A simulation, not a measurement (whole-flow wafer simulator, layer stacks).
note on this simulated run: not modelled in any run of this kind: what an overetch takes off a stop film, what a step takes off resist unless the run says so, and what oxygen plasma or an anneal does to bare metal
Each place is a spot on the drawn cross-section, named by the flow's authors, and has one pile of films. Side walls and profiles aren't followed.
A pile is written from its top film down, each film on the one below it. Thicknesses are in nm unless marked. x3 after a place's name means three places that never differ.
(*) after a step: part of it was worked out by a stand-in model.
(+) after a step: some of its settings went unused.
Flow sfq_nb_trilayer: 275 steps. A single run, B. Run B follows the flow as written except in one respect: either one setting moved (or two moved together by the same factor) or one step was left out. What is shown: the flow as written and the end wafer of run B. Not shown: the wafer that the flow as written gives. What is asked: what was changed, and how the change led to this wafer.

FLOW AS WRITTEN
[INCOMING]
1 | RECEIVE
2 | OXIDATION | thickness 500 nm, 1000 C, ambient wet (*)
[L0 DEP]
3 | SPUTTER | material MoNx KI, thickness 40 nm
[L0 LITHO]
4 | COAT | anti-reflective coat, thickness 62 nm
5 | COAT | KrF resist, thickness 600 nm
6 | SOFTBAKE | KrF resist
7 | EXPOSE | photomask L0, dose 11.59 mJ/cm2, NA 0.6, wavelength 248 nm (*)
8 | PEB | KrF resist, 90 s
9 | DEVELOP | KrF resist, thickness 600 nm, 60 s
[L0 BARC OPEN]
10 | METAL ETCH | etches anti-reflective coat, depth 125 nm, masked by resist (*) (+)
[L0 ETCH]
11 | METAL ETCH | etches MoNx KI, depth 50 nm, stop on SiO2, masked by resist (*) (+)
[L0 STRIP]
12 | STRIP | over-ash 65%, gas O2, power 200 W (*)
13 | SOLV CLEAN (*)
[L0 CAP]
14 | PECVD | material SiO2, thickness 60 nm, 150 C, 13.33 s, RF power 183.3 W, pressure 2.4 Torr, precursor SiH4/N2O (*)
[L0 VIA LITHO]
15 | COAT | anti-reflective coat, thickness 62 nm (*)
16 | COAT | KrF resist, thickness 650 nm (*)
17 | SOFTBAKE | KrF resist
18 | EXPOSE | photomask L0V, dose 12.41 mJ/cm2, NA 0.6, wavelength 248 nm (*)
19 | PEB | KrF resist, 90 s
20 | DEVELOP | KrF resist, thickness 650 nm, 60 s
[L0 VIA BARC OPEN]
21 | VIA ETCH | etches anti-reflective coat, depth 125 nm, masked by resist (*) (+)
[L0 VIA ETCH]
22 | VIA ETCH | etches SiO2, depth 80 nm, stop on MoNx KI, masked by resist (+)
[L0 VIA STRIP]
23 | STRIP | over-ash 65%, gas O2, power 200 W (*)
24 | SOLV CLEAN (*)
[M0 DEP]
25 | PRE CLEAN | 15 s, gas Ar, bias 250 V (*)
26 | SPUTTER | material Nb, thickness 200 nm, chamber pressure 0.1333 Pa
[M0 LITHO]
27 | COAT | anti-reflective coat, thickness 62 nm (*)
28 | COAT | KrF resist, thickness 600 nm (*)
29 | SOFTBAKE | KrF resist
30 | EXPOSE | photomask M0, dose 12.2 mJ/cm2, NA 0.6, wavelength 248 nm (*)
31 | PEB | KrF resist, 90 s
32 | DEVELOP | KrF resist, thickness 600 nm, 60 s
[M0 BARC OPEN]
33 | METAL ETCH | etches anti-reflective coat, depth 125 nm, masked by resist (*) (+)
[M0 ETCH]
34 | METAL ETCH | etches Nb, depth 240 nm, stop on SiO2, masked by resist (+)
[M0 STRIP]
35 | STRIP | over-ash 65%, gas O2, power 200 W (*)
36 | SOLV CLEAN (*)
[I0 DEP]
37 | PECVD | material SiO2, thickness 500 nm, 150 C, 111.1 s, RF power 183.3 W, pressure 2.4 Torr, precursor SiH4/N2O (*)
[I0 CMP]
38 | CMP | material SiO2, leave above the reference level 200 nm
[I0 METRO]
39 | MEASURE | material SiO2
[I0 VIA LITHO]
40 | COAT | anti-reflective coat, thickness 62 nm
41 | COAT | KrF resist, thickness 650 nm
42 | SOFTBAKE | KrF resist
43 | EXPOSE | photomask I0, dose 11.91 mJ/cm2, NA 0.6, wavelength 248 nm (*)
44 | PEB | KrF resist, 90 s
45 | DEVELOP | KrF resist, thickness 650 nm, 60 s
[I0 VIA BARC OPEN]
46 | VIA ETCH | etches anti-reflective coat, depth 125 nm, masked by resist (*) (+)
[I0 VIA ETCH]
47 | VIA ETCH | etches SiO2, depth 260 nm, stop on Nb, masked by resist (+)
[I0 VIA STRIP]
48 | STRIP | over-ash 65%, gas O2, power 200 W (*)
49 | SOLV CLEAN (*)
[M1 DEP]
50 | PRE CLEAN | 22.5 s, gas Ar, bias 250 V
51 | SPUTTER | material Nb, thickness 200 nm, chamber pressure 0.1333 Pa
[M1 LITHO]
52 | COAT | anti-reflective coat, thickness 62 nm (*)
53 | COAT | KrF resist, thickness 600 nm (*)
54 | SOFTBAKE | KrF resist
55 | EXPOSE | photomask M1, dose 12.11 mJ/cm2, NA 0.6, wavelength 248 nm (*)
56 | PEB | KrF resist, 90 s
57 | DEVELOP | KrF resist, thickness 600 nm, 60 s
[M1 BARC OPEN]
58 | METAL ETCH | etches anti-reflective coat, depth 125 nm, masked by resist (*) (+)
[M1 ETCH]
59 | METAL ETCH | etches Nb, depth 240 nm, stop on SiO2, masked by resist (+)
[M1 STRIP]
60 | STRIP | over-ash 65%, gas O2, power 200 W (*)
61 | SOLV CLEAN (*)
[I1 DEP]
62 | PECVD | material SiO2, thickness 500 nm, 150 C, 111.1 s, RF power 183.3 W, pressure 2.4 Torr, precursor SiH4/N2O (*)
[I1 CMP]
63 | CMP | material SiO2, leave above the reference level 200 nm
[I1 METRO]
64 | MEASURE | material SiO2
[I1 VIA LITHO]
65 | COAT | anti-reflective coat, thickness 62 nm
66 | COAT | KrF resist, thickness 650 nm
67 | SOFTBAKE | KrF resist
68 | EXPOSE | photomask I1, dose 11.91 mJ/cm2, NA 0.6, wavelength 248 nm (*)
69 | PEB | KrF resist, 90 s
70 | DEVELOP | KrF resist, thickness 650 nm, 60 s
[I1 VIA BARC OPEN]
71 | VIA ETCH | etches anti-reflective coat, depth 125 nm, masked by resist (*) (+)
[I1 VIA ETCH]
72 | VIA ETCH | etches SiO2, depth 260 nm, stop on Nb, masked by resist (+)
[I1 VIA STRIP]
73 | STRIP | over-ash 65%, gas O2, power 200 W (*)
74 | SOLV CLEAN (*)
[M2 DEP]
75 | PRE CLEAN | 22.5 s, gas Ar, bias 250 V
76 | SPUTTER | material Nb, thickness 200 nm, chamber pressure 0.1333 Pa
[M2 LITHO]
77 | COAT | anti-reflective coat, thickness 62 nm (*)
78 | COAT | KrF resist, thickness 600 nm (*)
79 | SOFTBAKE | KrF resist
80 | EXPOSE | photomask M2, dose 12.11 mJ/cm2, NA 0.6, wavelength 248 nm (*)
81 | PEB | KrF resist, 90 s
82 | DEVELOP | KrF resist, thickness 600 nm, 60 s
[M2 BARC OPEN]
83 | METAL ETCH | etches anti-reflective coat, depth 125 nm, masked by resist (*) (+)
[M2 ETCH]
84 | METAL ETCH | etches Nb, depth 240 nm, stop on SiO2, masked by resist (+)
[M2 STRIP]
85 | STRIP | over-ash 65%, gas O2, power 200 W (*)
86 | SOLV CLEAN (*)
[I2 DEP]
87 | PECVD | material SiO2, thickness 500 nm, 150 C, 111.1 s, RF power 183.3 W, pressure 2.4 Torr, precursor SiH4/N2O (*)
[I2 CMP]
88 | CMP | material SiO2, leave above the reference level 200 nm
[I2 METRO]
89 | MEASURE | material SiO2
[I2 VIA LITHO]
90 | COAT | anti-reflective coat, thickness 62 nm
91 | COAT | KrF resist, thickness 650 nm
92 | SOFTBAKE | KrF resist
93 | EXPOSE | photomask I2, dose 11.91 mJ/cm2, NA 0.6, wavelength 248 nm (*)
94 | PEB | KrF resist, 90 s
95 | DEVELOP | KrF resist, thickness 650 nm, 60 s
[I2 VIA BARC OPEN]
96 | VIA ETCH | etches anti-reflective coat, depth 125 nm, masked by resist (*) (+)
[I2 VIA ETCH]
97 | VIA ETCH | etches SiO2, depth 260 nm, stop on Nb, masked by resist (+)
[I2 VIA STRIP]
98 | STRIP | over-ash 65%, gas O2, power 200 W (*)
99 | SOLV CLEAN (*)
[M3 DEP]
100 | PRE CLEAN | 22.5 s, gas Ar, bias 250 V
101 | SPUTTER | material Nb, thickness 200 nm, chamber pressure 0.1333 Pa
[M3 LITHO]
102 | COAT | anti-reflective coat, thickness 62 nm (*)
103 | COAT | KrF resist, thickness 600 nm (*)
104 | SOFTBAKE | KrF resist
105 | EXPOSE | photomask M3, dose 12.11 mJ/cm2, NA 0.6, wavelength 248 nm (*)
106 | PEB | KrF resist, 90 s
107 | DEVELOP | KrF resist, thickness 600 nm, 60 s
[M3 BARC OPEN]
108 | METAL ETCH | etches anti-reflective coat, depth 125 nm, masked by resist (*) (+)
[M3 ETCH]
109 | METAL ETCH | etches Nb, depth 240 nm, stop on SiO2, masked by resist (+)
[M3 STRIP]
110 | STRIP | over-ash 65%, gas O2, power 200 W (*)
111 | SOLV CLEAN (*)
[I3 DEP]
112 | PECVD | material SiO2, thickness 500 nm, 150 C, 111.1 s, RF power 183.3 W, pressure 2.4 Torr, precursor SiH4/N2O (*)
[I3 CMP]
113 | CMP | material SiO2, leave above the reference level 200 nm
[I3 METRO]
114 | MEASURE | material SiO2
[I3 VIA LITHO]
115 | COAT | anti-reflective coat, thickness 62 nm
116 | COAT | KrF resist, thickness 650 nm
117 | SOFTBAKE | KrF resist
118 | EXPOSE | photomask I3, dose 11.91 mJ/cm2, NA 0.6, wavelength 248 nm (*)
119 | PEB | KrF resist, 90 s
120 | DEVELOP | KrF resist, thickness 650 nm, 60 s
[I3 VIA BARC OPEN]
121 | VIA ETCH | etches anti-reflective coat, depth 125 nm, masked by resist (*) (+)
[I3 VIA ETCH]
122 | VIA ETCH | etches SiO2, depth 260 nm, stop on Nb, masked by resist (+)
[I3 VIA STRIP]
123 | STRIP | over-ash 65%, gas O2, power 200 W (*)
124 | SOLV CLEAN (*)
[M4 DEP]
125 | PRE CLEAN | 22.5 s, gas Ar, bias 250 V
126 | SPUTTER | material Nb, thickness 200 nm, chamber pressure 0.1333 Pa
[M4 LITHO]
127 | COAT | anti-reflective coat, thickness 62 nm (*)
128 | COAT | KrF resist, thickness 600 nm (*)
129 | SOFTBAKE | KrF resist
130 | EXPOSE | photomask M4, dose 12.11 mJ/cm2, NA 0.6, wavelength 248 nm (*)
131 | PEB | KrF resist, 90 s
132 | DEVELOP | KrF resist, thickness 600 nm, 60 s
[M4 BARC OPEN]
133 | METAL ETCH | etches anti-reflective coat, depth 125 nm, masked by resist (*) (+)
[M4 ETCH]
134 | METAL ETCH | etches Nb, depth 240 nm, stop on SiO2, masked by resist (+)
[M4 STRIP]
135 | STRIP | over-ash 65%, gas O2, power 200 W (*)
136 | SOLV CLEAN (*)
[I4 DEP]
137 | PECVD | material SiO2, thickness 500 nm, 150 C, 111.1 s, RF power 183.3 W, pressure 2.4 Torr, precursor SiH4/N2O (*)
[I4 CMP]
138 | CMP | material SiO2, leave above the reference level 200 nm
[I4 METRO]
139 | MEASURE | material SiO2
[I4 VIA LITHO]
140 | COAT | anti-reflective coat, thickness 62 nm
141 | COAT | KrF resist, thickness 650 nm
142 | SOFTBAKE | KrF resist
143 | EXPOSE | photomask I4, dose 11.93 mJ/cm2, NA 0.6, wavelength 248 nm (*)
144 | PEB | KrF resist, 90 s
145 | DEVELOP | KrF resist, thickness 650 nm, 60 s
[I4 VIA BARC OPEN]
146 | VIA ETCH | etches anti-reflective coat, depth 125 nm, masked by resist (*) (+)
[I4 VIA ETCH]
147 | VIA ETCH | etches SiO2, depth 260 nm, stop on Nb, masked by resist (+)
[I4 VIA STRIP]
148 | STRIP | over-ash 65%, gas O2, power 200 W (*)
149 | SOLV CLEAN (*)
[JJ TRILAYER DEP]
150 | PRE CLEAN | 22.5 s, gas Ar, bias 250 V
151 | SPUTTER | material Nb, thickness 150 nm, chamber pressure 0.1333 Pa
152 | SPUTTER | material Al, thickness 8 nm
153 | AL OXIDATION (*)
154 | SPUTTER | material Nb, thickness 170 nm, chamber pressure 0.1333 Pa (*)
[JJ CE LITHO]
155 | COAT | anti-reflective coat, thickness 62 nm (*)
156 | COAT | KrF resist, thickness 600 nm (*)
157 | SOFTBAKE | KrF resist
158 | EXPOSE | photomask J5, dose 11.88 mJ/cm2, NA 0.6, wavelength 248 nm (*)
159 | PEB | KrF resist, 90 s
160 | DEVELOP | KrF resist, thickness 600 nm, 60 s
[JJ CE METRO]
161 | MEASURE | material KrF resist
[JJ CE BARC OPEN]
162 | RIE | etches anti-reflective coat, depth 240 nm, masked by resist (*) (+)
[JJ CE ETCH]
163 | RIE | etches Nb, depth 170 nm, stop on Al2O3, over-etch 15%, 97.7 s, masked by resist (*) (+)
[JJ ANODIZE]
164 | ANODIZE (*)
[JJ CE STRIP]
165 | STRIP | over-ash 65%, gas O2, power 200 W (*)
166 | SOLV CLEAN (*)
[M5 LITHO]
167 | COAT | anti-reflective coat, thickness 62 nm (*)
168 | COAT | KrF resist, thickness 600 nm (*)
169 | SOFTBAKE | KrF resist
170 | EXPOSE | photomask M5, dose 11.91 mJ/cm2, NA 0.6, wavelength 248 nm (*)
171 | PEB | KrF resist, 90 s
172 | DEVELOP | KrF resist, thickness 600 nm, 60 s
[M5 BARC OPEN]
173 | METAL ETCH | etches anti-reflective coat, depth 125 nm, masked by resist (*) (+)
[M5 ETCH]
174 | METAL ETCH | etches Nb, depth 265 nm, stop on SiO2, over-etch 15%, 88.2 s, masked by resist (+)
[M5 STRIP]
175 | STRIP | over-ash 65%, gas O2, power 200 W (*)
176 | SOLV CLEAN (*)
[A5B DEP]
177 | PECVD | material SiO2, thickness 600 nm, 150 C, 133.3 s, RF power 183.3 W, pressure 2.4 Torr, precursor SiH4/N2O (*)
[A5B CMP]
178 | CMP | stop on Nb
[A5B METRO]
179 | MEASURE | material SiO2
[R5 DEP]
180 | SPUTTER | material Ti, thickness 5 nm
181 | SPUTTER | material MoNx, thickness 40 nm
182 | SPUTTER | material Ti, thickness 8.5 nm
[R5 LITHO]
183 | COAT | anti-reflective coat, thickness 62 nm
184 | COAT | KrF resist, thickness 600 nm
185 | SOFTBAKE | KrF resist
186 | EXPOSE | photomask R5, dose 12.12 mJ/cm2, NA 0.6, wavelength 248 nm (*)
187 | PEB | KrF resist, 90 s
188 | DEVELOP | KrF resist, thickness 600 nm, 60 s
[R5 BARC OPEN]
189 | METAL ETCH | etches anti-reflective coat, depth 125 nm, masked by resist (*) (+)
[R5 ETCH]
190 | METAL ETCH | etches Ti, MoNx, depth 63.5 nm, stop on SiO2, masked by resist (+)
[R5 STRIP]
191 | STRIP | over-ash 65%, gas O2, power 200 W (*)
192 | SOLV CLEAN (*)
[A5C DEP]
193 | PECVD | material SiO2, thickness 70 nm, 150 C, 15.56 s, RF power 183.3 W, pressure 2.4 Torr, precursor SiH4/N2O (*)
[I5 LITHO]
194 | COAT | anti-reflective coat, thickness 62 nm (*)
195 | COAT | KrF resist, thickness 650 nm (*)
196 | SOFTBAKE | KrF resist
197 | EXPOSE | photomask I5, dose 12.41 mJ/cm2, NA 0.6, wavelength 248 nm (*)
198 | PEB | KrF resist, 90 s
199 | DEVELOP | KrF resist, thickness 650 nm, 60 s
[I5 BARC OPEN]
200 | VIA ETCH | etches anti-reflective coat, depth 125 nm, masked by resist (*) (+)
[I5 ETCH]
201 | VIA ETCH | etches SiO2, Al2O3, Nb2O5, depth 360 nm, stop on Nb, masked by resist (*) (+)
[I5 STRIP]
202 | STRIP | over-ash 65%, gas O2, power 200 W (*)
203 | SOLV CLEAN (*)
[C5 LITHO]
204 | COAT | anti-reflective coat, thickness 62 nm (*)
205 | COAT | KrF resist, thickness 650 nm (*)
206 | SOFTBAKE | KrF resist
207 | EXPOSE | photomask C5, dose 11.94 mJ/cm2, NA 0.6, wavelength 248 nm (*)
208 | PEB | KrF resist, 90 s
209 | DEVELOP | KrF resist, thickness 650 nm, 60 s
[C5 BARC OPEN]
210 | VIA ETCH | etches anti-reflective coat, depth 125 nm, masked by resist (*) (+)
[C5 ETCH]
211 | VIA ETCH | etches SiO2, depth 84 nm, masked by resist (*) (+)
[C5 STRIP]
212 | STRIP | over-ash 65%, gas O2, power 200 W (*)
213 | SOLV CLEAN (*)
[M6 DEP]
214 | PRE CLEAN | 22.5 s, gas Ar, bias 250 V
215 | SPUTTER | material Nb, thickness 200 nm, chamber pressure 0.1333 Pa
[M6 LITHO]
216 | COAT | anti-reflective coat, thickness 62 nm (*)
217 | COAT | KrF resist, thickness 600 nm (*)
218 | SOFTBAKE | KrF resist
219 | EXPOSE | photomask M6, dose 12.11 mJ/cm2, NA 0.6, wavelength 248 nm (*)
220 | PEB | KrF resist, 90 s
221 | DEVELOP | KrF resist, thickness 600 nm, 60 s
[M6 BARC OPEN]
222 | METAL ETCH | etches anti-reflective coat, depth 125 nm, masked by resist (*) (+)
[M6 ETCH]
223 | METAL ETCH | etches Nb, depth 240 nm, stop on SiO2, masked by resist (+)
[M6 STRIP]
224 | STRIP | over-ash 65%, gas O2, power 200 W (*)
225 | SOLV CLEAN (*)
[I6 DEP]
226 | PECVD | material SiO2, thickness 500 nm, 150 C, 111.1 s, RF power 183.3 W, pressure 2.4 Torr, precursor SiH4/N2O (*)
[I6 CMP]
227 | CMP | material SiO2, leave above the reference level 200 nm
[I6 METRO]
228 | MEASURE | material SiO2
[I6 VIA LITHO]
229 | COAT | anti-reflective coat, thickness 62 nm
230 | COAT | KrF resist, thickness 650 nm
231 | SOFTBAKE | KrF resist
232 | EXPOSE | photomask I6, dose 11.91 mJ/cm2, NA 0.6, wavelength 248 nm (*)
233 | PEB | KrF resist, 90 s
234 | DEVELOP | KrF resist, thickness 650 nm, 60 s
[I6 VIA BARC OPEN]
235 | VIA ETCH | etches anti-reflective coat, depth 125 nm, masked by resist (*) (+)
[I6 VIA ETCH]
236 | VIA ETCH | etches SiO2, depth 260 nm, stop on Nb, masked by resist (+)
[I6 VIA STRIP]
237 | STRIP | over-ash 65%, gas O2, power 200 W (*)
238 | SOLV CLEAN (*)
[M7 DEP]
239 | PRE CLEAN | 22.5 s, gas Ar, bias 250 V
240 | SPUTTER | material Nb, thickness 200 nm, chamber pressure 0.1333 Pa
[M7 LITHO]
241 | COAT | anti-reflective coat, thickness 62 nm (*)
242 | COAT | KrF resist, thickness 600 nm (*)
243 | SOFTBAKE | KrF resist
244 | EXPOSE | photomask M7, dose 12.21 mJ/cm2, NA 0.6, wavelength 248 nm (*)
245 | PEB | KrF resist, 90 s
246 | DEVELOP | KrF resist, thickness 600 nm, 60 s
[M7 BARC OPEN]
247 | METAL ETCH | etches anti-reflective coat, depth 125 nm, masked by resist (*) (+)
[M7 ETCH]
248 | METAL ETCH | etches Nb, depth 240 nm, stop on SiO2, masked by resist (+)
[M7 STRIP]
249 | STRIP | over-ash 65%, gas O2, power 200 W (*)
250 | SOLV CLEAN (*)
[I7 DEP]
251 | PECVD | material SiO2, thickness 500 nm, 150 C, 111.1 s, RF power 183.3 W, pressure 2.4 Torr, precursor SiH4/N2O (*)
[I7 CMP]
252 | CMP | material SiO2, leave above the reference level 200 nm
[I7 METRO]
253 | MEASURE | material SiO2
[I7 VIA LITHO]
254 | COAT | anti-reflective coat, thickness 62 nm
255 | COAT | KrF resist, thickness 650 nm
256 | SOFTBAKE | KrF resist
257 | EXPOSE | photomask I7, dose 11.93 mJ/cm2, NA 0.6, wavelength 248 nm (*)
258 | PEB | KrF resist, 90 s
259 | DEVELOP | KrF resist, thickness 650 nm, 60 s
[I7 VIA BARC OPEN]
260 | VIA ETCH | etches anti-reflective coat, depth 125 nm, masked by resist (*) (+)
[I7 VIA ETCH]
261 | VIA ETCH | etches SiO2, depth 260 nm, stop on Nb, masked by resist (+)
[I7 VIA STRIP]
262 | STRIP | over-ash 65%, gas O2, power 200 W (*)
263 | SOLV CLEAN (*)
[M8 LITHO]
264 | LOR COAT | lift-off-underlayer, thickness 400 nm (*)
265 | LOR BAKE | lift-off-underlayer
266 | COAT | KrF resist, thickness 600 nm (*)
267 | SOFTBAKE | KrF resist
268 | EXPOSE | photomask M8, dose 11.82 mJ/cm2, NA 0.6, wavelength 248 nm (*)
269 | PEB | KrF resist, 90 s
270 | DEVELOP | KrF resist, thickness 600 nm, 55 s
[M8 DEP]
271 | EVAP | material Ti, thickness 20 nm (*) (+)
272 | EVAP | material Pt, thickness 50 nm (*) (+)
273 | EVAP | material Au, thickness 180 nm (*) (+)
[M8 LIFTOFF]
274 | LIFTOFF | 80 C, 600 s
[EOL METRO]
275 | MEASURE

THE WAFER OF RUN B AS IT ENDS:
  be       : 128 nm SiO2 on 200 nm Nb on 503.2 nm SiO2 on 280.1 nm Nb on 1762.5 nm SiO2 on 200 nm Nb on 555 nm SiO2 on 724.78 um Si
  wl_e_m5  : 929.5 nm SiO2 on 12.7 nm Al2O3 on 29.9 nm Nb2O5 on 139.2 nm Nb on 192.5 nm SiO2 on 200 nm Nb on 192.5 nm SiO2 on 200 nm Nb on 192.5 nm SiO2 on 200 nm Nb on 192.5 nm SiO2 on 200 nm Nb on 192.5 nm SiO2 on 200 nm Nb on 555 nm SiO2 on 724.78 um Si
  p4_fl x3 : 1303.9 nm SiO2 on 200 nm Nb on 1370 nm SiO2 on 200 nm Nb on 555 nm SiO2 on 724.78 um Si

Cause: step 252, CMP: leave above the reference level 128 nm was run, whereas the flow has leave above the reference level 200 nm.
The wafer lets one read it off: be has SiO2 128, and step 252 as written asks for 200 nm.

Step by step, how the change led to this:
  252 | CMP | material SiO2, leave above the reference level 200 nm
      field_l, p4_fl x3, p4_w1 x9 and 46 more: SiO2 loses 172 (it would be, as written: SiO2 loses 100)
      v_sur, via_wl, via_w and 37 more: SiO2 loses 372 (it would be, as written: SiO2 loses 300)
      (and at 7 other places as well)
  261 | VIA ETCH | etches SiO2, depth 260 nm, stop on Nb, masked by resist (+)
      field_l, v_sur, via_sp and 100 more: KrF resist loses 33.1 (it would be, as written: KrF resist loses 44.8)
      via_wl, via_w, via_wr: SiO2 loses 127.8 (all of it) (it would be, as written: SiO2 loses 199.8 (all of it))
  262 | STRIP | over-ash 65%, gas O2, power 200 W (*)
      field_l, v_sur, via_sp and 100 more: KrF resist loses 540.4 (all of it), anti-reflective coat loses 62 (all of it) (it would be, as written: KrF resist loses 528.6 (all of it), anti-reflective coat loses 62 (all of it))
  264 | LOR COAT | lift-off-underlayer, thickness 400 nm (*)
      via_wl, via_wr: lift-off-underlayer gains 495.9 (new film) (it would be, as written: lift-off-underlayer gains 549.8 (new film))
      v_sur: lift-off-underlayer gains 380.4 (new film) (it would be, as written: lift-off-underlayer gains 369.4 (new film))
      (and at 2 other places as well)
  266 | COAT | KrF resist, thickness 600 nm (*)
      via_w: KrF resist gains 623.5 (new film) (it would be, as written: KrF resist gains 636.8 (new film))
  270 | DEVELOP | KrF resist, thickness 600 nm, 55 s
      v_sur: KrF resist loses 604.2 (all of it), lift-off-underlayer loses 380.4 (all of it) (it would be, as written: KrF resist loses 607.3 (all of it), lift-off-underlayer loses 369.4 (all of it))
      via_wl: KrF resist loses 614.8 (all of it), lift-off-underlayer loses 495.9 (all of it) (it would be, as written: KrF resist loses 623.9 (all of it), lift-off-underlayer loses 549.8 (all of it))
      (and at 3 other places as well)
